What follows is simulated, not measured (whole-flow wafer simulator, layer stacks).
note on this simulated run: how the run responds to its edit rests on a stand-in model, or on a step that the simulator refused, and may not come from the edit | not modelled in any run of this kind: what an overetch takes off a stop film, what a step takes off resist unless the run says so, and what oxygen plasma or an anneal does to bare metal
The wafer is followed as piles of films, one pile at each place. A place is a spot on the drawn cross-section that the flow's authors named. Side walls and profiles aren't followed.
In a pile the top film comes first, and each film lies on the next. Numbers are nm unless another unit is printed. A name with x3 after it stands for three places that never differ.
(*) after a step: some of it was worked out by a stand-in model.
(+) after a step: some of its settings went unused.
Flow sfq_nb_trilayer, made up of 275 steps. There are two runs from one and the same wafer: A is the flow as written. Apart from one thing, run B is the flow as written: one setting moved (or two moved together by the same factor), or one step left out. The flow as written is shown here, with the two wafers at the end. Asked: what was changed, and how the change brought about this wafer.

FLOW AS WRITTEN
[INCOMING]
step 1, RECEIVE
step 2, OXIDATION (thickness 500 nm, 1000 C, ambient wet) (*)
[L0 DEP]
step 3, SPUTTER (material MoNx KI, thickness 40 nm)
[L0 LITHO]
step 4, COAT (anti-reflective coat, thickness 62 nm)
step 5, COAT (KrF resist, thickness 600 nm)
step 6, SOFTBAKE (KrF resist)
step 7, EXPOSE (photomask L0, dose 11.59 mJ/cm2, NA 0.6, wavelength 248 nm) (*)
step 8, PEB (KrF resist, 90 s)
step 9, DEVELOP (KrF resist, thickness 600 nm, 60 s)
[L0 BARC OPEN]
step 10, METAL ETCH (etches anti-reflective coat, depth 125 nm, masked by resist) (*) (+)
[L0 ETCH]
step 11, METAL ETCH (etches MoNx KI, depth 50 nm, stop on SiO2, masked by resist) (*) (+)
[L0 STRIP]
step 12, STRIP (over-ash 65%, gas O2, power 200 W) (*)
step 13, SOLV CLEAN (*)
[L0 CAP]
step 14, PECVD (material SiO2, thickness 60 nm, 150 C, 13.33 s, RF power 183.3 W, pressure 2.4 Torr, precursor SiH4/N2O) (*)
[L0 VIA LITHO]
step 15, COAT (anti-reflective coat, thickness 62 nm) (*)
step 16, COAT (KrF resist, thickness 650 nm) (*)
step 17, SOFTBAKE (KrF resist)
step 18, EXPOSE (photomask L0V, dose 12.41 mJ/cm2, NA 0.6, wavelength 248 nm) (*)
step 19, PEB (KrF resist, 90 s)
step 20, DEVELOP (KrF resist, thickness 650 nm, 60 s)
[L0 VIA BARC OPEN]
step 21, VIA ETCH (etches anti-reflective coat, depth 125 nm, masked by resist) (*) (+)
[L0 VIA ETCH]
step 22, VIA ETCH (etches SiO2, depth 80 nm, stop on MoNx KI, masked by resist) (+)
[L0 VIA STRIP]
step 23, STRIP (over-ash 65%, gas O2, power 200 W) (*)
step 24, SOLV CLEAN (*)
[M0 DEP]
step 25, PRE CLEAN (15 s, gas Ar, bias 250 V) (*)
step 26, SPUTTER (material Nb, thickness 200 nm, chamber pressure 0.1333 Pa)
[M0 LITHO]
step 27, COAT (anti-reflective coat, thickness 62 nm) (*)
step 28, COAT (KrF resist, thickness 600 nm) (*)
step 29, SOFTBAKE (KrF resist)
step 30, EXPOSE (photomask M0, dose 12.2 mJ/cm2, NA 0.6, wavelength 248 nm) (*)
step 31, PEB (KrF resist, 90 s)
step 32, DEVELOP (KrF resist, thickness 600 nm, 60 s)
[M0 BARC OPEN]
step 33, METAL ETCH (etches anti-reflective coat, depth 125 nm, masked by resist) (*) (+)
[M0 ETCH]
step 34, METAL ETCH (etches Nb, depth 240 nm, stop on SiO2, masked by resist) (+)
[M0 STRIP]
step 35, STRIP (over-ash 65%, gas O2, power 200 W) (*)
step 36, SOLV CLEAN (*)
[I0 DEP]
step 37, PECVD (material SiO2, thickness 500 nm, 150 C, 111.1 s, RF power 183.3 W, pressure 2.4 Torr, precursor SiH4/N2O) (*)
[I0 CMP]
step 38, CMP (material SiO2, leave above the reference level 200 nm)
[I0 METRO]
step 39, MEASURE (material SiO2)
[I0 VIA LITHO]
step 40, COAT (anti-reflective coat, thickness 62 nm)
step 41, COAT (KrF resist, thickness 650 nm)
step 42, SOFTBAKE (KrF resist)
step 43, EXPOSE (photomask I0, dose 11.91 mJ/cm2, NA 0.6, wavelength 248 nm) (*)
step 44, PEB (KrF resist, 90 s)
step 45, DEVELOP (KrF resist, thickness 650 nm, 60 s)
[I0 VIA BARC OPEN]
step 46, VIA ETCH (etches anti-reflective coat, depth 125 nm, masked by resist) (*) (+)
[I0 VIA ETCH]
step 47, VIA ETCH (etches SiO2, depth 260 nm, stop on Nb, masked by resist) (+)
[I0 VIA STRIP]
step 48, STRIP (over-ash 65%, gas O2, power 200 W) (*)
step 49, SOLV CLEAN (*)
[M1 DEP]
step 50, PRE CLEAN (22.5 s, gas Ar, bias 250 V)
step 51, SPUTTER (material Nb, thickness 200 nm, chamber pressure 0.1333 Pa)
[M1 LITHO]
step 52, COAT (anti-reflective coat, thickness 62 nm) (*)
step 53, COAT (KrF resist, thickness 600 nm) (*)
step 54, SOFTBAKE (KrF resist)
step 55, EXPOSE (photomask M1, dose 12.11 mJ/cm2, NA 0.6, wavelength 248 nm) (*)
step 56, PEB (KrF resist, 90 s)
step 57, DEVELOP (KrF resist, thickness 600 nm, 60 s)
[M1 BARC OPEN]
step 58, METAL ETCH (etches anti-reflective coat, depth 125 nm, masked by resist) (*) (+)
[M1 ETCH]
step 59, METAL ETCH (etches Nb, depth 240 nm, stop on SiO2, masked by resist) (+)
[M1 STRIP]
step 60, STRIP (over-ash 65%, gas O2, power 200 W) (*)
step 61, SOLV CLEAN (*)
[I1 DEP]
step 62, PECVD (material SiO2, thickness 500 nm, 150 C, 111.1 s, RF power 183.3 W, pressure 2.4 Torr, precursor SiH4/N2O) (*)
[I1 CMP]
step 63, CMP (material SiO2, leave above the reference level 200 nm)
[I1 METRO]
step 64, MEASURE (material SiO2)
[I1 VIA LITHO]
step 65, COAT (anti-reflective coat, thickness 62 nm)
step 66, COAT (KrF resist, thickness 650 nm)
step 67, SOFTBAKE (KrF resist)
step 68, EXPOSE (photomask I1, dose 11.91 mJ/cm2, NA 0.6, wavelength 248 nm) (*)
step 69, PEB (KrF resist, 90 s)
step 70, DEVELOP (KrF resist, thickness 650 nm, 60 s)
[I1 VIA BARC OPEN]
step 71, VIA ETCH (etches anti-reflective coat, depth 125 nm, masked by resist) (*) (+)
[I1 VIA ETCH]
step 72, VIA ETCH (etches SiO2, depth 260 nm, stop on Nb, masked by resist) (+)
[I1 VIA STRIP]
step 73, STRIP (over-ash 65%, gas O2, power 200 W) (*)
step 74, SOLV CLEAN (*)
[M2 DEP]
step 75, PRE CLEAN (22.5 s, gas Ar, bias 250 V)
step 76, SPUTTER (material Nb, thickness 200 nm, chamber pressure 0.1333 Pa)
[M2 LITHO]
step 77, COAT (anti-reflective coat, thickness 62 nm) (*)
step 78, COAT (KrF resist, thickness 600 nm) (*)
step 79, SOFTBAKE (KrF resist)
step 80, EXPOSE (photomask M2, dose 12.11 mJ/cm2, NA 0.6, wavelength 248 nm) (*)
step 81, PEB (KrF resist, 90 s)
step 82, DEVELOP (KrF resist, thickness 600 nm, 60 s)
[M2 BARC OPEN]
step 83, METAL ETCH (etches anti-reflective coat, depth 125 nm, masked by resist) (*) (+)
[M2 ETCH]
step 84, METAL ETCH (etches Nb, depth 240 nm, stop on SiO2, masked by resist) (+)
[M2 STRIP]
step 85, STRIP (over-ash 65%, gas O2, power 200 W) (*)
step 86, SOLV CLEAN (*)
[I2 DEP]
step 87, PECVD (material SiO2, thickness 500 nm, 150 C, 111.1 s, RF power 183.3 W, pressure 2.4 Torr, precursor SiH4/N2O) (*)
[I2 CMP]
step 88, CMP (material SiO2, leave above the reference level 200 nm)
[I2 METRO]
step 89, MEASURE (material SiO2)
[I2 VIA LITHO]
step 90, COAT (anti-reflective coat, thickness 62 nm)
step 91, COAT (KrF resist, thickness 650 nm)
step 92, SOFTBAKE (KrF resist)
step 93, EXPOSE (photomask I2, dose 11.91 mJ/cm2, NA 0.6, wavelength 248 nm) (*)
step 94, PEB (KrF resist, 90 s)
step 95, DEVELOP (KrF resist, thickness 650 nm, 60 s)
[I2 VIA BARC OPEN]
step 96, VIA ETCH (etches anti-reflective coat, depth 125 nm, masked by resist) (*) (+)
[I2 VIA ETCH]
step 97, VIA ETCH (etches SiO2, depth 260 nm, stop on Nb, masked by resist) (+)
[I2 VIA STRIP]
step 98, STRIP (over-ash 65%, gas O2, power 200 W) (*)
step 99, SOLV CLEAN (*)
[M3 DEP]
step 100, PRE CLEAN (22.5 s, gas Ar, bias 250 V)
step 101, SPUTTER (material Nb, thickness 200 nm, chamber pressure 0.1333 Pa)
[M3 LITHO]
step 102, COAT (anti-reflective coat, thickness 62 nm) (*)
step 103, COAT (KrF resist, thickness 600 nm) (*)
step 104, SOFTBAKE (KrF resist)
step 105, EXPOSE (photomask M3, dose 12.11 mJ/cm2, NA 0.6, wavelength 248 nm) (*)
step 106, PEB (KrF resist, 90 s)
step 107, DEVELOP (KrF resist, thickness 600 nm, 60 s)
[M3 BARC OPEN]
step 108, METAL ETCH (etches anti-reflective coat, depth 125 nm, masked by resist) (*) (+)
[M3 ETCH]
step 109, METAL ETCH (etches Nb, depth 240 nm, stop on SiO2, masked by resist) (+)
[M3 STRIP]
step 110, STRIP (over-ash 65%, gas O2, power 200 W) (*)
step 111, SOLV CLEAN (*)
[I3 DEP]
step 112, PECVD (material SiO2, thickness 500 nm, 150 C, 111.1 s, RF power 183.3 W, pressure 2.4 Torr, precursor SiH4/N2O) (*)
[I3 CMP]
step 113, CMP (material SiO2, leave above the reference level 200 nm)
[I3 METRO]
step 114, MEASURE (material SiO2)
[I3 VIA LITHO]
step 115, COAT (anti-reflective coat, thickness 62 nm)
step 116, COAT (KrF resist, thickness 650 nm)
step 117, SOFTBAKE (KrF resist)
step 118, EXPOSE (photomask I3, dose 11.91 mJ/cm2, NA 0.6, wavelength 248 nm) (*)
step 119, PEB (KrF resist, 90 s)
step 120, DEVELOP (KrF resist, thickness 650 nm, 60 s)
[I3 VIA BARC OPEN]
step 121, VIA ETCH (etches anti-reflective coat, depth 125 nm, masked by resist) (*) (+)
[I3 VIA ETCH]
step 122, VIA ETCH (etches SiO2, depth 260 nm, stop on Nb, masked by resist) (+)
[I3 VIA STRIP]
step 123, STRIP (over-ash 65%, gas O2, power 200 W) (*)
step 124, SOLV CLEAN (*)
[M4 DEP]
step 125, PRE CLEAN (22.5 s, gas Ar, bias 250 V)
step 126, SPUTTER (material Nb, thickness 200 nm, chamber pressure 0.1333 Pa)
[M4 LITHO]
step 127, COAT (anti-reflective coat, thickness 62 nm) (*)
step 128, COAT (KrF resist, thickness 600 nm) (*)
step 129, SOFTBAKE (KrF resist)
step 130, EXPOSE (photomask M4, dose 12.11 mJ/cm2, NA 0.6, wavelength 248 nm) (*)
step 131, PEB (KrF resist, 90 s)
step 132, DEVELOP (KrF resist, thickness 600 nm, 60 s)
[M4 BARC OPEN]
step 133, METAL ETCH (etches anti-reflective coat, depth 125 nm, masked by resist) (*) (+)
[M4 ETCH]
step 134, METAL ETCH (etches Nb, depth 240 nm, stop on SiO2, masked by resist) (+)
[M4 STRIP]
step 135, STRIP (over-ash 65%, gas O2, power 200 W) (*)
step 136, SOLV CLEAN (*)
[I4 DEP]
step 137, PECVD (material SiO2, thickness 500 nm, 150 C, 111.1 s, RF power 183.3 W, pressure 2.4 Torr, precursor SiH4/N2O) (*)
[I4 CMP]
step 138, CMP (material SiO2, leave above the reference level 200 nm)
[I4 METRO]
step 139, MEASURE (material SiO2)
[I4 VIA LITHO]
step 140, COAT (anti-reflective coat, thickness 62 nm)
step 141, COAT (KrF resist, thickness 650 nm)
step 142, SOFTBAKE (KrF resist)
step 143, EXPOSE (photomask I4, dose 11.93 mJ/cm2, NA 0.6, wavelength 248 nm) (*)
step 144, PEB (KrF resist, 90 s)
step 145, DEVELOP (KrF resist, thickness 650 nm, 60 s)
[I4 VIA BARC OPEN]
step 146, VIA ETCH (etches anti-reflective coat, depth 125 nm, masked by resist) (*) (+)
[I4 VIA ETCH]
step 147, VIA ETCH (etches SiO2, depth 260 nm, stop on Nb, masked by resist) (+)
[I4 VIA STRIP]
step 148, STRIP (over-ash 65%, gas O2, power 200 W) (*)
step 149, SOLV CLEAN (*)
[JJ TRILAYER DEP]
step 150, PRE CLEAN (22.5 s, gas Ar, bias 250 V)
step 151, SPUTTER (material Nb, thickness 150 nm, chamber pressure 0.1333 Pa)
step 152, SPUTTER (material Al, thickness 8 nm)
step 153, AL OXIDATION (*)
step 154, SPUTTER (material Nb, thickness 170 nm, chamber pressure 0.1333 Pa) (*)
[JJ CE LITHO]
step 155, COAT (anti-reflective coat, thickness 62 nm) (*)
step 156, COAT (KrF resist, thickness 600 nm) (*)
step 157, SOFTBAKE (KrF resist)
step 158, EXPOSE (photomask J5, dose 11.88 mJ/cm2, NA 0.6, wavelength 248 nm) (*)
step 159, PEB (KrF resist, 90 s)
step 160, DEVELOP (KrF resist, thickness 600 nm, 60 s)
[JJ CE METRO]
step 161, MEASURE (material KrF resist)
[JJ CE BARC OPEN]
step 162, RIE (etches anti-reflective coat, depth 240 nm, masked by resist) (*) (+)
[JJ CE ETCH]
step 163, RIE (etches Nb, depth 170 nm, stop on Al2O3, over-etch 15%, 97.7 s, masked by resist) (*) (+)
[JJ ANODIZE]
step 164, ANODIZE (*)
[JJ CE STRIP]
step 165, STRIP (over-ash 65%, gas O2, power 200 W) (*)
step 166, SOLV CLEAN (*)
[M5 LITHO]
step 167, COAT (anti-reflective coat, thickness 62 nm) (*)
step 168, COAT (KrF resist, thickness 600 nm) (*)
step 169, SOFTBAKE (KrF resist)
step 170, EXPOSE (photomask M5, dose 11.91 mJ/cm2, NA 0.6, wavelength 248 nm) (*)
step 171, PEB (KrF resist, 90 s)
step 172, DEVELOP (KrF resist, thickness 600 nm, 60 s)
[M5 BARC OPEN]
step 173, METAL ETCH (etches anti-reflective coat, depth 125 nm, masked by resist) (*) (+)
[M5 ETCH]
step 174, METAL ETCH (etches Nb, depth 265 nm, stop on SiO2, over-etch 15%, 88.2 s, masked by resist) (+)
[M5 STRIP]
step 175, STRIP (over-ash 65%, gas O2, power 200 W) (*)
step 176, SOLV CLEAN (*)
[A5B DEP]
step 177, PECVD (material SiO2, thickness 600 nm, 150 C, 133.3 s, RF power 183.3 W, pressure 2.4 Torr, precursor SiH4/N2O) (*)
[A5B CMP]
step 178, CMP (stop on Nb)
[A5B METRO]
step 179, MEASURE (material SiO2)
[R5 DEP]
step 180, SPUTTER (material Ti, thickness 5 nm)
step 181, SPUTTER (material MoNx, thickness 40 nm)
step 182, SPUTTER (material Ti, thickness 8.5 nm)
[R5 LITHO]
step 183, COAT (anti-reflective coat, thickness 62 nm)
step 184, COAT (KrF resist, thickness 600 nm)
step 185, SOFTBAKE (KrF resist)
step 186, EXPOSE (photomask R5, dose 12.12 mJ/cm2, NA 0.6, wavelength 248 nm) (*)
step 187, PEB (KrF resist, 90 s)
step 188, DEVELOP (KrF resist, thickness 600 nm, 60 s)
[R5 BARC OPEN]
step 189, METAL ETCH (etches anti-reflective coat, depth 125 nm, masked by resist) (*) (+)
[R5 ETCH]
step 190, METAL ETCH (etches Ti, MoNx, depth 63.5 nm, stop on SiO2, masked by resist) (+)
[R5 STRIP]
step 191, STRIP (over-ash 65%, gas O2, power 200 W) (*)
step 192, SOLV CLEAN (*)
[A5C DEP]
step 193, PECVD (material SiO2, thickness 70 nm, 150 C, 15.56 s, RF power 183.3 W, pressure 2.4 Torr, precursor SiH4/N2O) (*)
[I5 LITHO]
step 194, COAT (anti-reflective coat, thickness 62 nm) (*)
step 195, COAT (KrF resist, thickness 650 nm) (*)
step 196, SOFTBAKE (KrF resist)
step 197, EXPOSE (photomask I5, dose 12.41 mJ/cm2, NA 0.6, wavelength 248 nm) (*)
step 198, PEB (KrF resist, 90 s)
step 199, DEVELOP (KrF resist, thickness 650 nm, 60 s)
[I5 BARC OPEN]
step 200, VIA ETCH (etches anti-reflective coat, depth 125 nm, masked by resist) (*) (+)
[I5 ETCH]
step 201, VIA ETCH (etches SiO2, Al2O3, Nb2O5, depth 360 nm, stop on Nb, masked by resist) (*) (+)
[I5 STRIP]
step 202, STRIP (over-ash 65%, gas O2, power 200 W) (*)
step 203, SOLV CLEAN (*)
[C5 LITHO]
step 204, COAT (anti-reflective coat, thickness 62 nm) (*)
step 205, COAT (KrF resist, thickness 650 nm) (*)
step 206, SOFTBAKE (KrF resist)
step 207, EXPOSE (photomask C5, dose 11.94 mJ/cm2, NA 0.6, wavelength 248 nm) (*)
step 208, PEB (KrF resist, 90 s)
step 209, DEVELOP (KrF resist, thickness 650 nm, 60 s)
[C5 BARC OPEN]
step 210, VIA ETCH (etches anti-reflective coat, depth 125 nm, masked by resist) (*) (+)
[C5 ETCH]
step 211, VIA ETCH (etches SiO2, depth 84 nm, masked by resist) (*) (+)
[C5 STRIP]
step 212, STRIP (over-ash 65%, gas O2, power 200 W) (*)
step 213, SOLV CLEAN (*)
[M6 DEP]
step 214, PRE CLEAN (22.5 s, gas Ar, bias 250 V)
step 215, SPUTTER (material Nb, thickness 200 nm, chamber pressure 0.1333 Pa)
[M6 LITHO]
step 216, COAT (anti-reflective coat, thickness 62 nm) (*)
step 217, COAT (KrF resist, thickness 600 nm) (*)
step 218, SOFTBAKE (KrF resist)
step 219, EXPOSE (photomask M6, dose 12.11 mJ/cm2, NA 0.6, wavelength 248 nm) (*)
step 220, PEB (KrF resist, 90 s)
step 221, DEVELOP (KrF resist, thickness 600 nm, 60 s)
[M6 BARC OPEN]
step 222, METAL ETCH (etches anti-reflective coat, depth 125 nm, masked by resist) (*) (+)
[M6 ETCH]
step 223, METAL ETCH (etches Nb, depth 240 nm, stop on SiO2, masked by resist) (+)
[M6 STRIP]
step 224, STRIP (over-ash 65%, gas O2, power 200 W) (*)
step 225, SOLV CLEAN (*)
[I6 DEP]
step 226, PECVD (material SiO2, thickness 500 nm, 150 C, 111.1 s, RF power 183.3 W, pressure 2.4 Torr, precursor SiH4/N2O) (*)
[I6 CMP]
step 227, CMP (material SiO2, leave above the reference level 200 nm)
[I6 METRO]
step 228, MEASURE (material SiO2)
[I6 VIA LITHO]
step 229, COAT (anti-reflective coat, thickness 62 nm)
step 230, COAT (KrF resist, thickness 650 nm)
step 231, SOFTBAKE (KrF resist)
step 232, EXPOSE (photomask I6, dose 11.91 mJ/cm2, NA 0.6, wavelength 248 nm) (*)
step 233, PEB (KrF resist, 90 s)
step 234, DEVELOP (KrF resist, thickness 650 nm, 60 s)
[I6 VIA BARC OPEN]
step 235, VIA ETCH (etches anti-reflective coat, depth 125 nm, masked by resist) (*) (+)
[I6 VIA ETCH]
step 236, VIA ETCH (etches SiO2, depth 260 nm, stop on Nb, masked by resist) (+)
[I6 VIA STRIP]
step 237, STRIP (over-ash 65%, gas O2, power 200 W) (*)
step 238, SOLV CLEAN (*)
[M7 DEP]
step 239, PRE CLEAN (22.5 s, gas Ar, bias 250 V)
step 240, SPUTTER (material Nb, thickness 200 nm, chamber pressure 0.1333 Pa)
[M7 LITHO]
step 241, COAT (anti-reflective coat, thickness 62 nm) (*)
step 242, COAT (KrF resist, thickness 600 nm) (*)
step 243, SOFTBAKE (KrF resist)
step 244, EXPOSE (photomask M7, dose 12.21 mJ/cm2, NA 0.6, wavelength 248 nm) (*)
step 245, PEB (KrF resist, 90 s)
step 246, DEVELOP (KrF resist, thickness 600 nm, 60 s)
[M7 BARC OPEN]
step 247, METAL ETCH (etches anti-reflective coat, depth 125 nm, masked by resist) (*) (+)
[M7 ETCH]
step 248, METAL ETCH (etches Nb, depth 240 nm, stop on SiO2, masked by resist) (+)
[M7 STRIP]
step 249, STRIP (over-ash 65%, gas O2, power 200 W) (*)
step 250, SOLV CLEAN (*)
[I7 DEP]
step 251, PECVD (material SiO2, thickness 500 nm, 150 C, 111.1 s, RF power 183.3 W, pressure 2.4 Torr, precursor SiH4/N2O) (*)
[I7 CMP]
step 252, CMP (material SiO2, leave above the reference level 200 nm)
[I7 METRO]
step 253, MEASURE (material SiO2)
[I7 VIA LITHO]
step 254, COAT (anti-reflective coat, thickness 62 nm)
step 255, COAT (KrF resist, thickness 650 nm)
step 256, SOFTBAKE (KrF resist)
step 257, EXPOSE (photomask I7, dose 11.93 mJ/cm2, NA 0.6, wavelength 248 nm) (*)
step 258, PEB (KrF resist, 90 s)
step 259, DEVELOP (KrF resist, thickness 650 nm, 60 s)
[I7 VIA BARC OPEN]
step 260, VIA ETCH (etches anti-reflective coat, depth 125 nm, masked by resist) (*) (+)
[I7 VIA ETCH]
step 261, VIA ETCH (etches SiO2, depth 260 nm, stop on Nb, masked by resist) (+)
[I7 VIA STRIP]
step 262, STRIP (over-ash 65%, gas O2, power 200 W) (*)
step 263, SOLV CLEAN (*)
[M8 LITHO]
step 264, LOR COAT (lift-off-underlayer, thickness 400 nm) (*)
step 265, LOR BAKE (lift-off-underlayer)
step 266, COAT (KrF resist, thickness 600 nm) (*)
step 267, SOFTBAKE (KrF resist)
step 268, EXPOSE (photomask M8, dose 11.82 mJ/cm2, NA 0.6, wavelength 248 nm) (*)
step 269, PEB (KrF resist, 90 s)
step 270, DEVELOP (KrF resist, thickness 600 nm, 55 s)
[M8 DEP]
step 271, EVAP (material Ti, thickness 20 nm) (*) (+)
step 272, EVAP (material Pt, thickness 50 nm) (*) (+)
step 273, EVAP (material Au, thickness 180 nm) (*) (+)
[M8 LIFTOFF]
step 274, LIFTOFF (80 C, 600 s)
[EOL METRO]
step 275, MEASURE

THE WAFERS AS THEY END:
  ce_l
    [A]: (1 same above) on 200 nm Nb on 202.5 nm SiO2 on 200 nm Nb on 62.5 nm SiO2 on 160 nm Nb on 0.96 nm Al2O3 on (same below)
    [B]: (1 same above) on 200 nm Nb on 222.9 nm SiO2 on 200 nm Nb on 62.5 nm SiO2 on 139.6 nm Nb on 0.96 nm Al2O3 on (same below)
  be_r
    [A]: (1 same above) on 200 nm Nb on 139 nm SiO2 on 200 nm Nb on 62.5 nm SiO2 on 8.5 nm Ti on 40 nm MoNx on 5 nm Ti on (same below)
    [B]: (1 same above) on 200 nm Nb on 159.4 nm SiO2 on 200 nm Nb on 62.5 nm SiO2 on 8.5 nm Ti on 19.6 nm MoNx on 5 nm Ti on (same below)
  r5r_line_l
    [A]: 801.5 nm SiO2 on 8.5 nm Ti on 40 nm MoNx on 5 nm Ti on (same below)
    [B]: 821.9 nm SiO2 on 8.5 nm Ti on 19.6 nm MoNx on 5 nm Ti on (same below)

What caused this: step 181, SPUTTER: thickness 19.6 nm was run, while the flow as written has thickness 40 nm.
The wafer lets one read it off: be_r has MoNx 19.6, and step 181 as written asks for 40 nm.

How this came from the change, step by step:
  step 181, SPUTTER (material MoNx, thickness 40 nm)
      field_l, v_sur, via_wl and 103 more: A MoNx gains 40 (new film) | B MoNx gains 19.6 (new film)
  step 190, METAL ETCH (etches Ti, MoNx, depth 63.5 nm, stop on SiO2, masked by resist) (+)
      field_l, v_sur, via_wl and 92 more: A Ti loses 8.5 (all of it), MoNx loses 40 (all of it), Ti loses 5 (all of it) | B Ti loses 8.5 (all of it), MoNx loses 19.6 (all of it), Ti loses 5 (all of it)
      ce_l, c5j, ce_r, wl_jj: A Ti loses 8.5 (all of it), MoNx loses 40 (all of it), Ti loses 5 (all of it), Nb loses 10 | B Ti loses 8.5 (all of it), MoNx loses 19.6 (all of it), Ti loses 5 (all of it), Nb loses 30.4
  step 194, COAT (anti-reflective coat, thickness 62 nm) (*)
      wl_j_sl, wl_j_sr: A anti-reflective coat gains 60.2 (new film) | B anti-reflective coat gains 56.9 (new film)
      r5r_spacepad_l, r5r_spacepad_r: A anti-reflective coat gains 84.4 (new film) | B anti-reflective coat gains 75.6 (new film)
      (as well as at 15 more places)
  step 202, STRIP (over-ash 65%, gas O2, power 200 W) (*)
      wl_j_sl, wl_j_sr: A KrF resist loses 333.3 (all of it), anti-reflective coat loses 60.2 (all of it) | B KrF resist loses 333.4 (all of it), anti-reflective coat loses 56.9 (all of it)
      r5r_spacepad_l, r5r_spacepad_r: A KrF resist loses 335.6 (all of it), anti-reflective coat loses 84.4 (all of it) | B KrF resist loses 334.8 (all of it), anti-reflective coat loses 75.6 (all of it)
      (as well as at 15 more places)
  step 204, COAT (anti-reflective coat, thickness 62 nm) (*)
      wl_j_sl, wl_j_sr: A anti-reflective coat gains 60.2 (new film) | B anti-reflective coat gains 56.9 (new film)
      r5r_spacepad_l, r5r_spacepad_r: A anti-reflective coat gains 84.4 (new film) | B anti-reflective coat gains 75.6 (new film)
      (as well as at 15 more places)
  step 210, VIA ETCH (etches anti-reflective coat, depth 125 nm, masked by resist) (*) (+)
      field_l, v_sur, via_wl and 101 more: A KrF resist loses 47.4 | B KrF resist loses 48.7
      c5j: A anti-reflective coat loses 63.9 (all of it), SiO2 loses 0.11 | B anti-reflective coat loses 69.4 (all of it), SiO2 loses 0.09
      (as well as at 1 more place)
  step 212, STRIP (over-ash 65%, gas O2, power 200 W) (*)
      wl_j_sl, wl_j_sr: A KrF resist loses 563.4 (all of it), anti-reflective coat loses 60.2 (all of it) | B KrF resist loses 561.9 (all of it), anti-reflective coat loses 56.9 (all of it)
      r5r_spacepad_l, r5r_spacepad_r: A KrF resist loses 565.8 (all of it), anti-reflective coat loses 84.4 (all of it) | B KrF resist loses 563.4 (all of it), anti-reflective coat loses 75.6 (all of it)
      (as well as at 13 more places)
  step 216, COAT (anti-reflective coat, thickness 62 nm) (*)
      r5r_line_l, r5r_line_c, r5r_line_r: A anti-reflective coat gains 50 (new film) | B anti-reflective coat gains 53.6 (new film)
      wl_j_sl, wl_j_sr: A anti-reflective coat gains 60.2 (new film) | B anti-reflective coat gains 57 (new film)
      (as well as at 14 more places)
  step 222, METAL ETCH (etches anti-reflective coat, depth 125 nm, masked by resist) (*) (+)
      r5r_line_l, r5r_line_c, r5r_line_r: A anti-reflective coat loses 50 (all of it) | B anti-reflective coat loses 53.6 (all of it)
      r5r_spacepad_l, r5r_spacepad_r: A anti-reflective coat loses 85.7 (all of it) | B anti-reflective coat loses 76.1 (all of it)
      (as well as at 2 more places)
  step 224, STRIP (over-ash 65%, gas O2, power 200 W) (*)
      wl_j_sl, wl_j_sr: A KrF resist loses 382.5 (all of it), anti-reflective coat loses 60.2 (all of it) | B KrF resist loses 382.4 (all of it), anti-reflective coat loses 57 (all of it)
      jj_sur: A KrF resist loses 378.5 (all of it), anti-reflective coat loses 56.1 (all of it) | B KrF resist loses 377.2 (all of it), anti-reflective coat loses 52.6 (all of it)
      (as well as at 9 more places)
  step 226, PECVD (material SiO2, thickness 500 nm, 150 C, 111.1 s, RF power 183.3 W, pressure 2.4 Torr, precursor SiH4/N2O) (*)
      r5r_spacepad_l, r5r_spacepad_r: A SiO2 gains 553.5 | B SiO2 gains 530.6
  step 227, CMP (material SiO2, leave above the reference level 200 nm)
      ce_l, ce_r, wl_jj: A SiO2 loses 290 | B SiO2 loses 269.6
      be_r, r_sur, r_end: A SiO2 loses 353.5 | B SiO2 loses 333.1
      (as well as at 7 more places)
